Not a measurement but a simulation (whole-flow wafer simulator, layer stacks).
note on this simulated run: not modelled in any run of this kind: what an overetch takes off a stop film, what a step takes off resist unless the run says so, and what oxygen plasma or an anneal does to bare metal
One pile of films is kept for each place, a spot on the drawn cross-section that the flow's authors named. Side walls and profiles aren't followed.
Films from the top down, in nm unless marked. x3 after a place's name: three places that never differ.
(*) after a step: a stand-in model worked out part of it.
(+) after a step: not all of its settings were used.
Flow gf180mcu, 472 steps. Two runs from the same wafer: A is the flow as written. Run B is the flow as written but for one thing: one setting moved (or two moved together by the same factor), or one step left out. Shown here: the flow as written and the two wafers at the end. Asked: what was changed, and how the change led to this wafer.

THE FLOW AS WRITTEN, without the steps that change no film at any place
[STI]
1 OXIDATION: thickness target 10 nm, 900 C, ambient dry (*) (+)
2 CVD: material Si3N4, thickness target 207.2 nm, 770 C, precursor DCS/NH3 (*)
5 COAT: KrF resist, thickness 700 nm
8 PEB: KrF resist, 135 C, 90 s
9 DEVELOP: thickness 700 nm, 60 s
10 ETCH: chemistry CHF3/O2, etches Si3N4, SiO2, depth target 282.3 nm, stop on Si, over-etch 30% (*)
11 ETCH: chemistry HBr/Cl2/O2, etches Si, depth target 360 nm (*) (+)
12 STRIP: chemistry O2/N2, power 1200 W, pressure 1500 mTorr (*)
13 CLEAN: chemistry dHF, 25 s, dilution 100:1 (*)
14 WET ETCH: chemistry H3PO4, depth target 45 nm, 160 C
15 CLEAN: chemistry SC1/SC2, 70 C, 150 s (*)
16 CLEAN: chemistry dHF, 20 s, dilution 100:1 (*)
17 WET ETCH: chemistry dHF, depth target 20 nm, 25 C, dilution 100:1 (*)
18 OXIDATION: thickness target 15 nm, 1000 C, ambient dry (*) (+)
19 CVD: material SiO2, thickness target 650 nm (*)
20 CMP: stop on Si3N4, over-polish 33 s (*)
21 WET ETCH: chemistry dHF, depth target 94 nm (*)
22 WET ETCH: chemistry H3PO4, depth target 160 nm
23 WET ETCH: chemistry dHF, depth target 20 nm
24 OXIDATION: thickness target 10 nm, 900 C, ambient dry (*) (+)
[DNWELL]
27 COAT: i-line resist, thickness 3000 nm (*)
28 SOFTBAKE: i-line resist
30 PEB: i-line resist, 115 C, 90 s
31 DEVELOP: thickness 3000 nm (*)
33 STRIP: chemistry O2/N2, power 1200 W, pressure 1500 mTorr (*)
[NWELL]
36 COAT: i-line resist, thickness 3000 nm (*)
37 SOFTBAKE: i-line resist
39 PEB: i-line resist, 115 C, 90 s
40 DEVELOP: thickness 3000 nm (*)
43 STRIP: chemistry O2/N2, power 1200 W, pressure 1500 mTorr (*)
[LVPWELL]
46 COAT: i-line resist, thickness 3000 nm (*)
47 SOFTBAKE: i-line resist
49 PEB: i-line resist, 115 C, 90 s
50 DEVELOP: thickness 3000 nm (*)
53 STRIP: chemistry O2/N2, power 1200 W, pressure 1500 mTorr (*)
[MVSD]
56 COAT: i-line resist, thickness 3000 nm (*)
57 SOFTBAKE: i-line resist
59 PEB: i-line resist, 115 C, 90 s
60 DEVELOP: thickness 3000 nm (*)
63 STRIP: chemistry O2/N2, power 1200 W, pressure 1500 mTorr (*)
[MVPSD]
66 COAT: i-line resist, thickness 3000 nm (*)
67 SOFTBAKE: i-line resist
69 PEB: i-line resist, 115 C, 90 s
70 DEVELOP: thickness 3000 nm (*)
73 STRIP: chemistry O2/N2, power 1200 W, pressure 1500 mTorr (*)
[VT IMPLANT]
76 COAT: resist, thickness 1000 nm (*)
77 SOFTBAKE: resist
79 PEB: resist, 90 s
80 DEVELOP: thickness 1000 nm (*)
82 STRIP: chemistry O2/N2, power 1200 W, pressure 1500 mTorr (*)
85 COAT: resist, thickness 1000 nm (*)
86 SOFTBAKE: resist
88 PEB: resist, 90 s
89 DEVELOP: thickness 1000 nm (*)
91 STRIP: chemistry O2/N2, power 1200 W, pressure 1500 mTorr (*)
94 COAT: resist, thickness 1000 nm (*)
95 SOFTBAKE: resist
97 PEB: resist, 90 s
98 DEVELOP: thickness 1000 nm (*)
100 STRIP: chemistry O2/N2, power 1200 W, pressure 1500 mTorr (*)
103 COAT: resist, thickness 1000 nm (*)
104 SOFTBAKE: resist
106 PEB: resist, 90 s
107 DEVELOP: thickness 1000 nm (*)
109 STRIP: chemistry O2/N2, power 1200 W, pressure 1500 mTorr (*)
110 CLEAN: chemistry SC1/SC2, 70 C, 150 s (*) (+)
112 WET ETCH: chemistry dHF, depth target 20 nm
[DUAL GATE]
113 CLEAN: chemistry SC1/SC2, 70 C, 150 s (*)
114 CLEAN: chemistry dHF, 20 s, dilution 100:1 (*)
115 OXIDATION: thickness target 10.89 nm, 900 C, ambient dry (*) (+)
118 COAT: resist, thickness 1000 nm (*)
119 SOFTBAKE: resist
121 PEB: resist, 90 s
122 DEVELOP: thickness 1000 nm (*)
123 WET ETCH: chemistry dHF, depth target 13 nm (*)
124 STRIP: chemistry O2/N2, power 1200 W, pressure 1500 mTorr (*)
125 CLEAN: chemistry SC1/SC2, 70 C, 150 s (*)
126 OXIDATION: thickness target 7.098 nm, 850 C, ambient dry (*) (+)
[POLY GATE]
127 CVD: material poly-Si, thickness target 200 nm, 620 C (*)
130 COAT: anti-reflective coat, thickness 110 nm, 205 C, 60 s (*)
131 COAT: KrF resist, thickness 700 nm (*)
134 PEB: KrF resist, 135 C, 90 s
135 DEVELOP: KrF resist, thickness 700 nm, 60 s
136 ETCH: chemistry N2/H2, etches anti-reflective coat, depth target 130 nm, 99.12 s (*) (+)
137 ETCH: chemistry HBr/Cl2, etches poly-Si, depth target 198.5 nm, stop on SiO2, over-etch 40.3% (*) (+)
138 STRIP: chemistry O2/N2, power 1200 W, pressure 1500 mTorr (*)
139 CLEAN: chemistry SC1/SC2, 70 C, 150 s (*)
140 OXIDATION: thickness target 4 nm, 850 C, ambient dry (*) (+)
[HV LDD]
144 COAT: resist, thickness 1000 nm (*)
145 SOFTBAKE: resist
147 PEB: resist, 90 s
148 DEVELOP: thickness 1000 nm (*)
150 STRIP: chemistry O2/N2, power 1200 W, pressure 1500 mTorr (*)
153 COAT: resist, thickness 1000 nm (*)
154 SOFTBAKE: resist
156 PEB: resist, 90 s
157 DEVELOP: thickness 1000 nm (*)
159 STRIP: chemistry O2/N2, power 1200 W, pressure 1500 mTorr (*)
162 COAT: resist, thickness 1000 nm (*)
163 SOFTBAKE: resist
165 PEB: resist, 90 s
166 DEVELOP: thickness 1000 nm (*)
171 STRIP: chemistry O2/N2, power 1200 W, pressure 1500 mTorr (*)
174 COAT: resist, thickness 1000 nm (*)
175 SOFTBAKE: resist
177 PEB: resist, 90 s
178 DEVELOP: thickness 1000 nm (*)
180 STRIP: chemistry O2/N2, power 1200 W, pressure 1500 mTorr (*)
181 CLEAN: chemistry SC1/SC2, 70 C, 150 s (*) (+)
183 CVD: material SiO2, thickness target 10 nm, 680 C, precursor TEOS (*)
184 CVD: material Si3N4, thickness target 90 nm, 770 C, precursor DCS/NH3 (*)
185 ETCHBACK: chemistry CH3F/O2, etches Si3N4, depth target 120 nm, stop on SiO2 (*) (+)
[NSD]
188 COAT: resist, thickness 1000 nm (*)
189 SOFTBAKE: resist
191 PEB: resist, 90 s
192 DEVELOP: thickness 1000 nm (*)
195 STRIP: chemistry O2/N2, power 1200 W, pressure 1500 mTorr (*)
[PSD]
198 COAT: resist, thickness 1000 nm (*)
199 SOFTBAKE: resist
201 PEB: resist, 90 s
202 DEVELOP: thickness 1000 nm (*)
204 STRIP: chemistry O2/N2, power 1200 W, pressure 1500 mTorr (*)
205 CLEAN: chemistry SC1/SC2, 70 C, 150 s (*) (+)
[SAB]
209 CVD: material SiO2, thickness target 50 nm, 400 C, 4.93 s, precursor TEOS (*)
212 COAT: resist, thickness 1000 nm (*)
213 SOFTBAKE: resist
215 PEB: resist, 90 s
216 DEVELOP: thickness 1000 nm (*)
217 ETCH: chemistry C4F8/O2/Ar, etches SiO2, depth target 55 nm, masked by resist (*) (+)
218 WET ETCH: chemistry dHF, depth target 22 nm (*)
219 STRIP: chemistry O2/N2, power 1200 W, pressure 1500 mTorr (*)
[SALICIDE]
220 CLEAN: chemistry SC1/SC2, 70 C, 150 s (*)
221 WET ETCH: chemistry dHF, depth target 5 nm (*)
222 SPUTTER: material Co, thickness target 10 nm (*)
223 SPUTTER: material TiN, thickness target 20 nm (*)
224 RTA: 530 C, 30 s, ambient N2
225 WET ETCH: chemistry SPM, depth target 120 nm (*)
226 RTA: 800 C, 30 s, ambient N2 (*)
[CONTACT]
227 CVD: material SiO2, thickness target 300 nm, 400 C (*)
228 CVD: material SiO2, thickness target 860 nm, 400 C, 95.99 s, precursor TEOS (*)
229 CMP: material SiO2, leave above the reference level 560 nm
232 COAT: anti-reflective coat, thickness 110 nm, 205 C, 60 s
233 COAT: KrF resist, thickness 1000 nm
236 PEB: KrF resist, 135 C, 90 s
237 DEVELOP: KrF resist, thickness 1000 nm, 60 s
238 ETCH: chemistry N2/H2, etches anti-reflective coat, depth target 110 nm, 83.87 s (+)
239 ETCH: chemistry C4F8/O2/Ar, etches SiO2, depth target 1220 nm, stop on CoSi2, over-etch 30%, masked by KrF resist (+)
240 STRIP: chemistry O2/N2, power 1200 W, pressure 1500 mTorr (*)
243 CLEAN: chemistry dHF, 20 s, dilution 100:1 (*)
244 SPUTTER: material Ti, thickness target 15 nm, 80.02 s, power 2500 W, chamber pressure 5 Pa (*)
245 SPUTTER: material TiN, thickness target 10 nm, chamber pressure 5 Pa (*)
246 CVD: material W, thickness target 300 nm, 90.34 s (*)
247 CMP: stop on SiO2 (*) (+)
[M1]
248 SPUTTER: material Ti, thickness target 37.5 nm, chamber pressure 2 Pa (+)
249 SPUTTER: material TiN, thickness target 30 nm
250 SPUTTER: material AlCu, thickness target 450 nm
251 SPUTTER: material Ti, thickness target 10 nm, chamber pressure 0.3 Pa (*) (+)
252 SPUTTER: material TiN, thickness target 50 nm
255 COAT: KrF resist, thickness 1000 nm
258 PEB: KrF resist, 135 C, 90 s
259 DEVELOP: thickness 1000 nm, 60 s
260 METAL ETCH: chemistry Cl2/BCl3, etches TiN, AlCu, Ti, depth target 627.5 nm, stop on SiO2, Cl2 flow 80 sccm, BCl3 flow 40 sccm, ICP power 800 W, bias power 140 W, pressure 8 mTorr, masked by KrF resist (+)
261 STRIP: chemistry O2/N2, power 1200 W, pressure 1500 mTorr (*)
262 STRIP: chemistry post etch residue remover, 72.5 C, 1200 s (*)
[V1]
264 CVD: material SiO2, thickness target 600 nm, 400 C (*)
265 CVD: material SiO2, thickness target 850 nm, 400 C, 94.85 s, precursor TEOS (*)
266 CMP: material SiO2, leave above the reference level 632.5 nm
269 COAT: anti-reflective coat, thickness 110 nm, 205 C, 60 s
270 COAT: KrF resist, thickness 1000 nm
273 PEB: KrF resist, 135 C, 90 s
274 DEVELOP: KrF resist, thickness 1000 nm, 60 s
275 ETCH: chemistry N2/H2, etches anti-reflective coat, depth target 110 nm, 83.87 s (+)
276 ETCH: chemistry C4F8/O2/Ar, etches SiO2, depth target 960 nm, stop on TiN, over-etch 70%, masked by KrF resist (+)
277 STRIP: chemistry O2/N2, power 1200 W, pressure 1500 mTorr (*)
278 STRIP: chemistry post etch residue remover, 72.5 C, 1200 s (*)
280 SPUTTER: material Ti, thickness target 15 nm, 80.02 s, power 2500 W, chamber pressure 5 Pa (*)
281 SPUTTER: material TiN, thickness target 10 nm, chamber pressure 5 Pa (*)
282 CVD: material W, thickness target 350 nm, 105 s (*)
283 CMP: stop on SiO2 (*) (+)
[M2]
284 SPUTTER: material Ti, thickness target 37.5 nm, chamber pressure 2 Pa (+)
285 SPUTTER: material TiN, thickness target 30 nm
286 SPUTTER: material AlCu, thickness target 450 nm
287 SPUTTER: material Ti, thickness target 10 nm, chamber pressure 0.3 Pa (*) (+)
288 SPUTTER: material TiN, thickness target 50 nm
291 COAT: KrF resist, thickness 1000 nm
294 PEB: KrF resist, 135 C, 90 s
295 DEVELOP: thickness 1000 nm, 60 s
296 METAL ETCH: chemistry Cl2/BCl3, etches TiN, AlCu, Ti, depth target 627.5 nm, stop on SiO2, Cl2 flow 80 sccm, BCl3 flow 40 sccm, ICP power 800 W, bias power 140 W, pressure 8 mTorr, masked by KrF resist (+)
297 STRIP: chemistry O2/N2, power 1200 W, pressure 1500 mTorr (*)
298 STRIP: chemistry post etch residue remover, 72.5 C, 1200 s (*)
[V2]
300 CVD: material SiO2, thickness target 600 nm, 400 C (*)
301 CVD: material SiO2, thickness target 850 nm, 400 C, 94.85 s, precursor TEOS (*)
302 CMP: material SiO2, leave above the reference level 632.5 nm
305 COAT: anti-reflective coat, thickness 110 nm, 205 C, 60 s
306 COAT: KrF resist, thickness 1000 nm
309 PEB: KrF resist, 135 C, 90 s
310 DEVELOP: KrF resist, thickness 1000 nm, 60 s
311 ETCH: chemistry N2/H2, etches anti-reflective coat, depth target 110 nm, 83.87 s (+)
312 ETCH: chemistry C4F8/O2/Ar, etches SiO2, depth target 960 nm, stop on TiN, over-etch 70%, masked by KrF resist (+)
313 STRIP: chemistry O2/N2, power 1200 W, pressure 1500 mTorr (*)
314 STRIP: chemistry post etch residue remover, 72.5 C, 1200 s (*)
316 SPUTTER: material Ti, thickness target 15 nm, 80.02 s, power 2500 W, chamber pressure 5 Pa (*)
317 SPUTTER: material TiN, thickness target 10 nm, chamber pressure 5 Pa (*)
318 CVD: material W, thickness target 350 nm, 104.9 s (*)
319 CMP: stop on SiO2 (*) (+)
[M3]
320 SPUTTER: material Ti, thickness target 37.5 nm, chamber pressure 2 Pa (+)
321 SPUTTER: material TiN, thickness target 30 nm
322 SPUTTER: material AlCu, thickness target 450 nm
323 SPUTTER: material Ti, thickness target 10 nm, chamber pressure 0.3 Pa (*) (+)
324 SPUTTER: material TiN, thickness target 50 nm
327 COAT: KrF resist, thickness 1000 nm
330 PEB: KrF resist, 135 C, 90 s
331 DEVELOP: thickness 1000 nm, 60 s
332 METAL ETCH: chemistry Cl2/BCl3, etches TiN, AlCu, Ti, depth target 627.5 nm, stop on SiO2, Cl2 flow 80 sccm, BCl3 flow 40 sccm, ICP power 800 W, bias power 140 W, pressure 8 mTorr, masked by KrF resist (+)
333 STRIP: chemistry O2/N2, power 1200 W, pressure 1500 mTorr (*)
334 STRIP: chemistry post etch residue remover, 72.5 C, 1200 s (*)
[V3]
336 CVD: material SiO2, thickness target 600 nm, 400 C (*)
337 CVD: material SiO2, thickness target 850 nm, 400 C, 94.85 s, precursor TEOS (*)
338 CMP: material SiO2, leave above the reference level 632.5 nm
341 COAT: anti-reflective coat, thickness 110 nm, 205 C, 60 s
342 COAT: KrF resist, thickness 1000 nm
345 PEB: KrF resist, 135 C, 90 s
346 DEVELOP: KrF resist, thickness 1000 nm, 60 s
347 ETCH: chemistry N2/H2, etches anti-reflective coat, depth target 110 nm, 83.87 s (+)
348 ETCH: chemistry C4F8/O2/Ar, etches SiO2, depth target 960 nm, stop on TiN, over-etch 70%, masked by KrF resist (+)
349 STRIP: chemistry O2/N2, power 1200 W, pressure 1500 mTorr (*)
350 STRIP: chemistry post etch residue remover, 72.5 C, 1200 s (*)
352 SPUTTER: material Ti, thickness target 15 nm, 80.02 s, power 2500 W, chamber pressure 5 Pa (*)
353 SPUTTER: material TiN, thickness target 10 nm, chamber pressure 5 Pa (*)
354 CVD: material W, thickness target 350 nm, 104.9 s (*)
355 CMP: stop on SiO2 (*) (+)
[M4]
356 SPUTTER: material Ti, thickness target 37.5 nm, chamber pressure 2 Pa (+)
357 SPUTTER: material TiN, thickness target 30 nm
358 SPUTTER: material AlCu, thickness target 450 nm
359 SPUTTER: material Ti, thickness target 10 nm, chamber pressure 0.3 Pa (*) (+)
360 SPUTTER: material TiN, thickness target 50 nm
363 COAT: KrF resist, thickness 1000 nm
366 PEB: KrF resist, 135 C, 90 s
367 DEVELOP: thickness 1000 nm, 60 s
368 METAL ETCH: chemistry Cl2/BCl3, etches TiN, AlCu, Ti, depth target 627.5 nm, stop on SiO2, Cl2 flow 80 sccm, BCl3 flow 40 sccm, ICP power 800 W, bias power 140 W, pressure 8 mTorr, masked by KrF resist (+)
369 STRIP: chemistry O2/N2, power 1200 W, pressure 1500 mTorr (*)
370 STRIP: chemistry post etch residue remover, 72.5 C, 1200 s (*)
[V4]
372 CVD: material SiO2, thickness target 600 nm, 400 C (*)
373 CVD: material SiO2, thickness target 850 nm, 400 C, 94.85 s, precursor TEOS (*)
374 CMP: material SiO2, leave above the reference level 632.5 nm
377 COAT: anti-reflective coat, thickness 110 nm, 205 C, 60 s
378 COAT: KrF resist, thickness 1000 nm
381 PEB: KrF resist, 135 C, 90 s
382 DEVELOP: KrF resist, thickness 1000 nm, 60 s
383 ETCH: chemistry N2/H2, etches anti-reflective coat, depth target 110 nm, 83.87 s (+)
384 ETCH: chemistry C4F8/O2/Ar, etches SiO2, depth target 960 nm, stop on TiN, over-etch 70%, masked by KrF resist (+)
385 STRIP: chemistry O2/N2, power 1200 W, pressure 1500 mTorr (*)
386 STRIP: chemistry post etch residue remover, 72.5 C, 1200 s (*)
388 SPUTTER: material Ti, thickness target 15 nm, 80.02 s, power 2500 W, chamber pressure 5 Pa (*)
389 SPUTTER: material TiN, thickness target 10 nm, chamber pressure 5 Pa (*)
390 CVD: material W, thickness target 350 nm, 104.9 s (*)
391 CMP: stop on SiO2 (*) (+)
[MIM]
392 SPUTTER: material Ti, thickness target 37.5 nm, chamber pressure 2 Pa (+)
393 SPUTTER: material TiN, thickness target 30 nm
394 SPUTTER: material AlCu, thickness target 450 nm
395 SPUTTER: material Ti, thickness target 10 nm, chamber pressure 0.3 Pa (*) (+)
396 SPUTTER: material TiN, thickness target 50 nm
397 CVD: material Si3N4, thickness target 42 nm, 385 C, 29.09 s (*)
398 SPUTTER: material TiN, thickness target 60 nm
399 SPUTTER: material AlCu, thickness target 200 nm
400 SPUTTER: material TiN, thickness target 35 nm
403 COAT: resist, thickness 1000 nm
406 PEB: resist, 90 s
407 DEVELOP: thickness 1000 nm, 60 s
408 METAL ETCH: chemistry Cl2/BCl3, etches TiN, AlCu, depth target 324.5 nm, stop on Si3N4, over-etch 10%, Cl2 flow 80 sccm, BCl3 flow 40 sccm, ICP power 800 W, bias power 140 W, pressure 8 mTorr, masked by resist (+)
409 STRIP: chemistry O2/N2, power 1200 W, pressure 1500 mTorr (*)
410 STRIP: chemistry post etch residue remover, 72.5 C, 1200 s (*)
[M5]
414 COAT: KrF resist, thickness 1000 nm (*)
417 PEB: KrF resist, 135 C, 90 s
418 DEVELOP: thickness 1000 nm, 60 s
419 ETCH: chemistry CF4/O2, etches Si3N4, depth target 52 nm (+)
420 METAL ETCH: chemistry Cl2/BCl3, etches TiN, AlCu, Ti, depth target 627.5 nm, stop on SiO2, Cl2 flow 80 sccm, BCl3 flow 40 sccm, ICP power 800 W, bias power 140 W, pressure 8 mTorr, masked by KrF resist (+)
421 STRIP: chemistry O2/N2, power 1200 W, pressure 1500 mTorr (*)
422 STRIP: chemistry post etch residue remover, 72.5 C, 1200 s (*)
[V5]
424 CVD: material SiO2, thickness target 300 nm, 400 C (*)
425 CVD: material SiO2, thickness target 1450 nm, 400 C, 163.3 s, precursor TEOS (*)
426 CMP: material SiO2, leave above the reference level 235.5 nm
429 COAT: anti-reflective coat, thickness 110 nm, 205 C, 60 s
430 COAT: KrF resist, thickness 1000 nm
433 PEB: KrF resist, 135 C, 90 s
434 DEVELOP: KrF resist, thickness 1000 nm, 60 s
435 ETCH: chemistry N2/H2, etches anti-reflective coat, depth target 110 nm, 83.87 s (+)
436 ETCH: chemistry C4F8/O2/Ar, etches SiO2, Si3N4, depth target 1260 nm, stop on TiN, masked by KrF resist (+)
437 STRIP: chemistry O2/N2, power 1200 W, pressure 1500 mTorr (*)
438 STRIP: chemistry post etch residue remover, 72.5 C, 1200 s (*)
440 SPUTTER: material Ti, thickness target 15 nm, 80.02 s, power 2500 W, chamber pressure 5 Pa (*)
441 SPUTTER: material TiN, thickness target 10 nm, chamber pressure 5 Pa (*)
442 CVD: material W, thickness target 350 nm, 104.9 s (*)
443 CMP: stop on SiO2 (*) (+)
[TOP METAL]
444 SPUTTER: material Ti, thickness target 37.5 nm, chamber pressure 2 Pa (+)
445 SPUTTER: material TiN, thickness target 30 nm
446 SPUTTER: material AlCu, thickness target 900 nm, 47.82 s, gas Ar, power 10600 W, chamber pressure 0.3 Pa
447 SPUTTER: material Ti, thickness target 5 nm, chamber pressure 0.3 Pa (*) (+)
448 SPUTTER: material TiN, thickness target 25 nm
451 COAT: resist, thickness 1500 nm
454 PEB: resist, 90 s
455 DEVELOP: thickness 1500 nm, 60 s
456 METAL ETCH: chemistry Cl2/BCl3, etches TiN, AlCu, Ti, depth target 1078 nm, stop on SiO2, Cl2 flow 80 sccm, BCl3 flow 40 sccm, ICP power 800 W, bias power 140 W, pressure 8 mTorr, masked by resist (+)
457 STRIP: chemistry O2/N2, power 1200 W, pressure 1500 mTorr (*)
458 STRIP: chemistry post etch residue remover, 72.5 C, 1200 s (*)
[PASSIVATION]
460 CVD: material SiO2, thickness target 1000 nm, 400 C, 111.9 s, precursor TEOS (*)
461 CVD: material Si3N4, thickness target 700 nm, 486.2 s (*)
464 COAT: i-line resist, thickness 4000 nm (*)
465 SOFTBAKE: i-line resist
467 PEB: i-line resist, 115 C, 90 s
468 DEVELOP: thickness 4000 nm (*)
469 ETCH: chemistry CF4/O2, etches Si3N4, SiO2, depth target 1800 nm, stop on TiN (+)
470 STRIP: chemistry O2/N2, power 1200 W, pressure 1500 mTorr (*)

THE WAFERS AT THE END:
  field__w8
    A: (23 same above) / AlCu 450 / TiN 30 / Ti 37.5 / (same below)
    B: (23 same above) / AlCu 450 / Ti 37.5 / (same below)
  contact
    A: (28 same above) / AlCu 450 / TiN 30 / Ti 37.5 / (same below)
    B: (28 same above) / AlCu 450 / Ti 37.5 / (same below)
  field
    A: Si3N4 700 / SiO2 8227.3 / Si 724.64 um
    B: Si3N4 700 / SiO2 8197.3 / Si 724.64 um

The cause: step 321, SPUTTER: material TiN, thickness target 30 nm, was left out.

How the change led to this, step by step:
  332 METAL ETCH: chemistry Cl2/BCl3, etches TiN, AlCu, Ti, depth target 627.5 nm, stop on SiO2, Cl2 flow 80 sccm, BCl3 flow 40 sccm, ICP power 800 W, bias power 140 W, pressure 8 mTorr, masked by KrF resist (+)
      field, field__w1, field__w2 and 103 more: A TiN -50 (all of it), Ti -10 (all of it), AlCu -450 (all of it), TiN -30 (all of it), Ti -37.5 (all of it) | B TiN -50 (all of it), Ti -10 (all of it), AlCu -450 (all of it), Ti -37.5 (all of it)
  338 CMP: material SiO2, leave above the reference level 632.5 nm
      field, field__w1, field__w2 and 103 more: A SiO2 -300 | B SiO2 -330
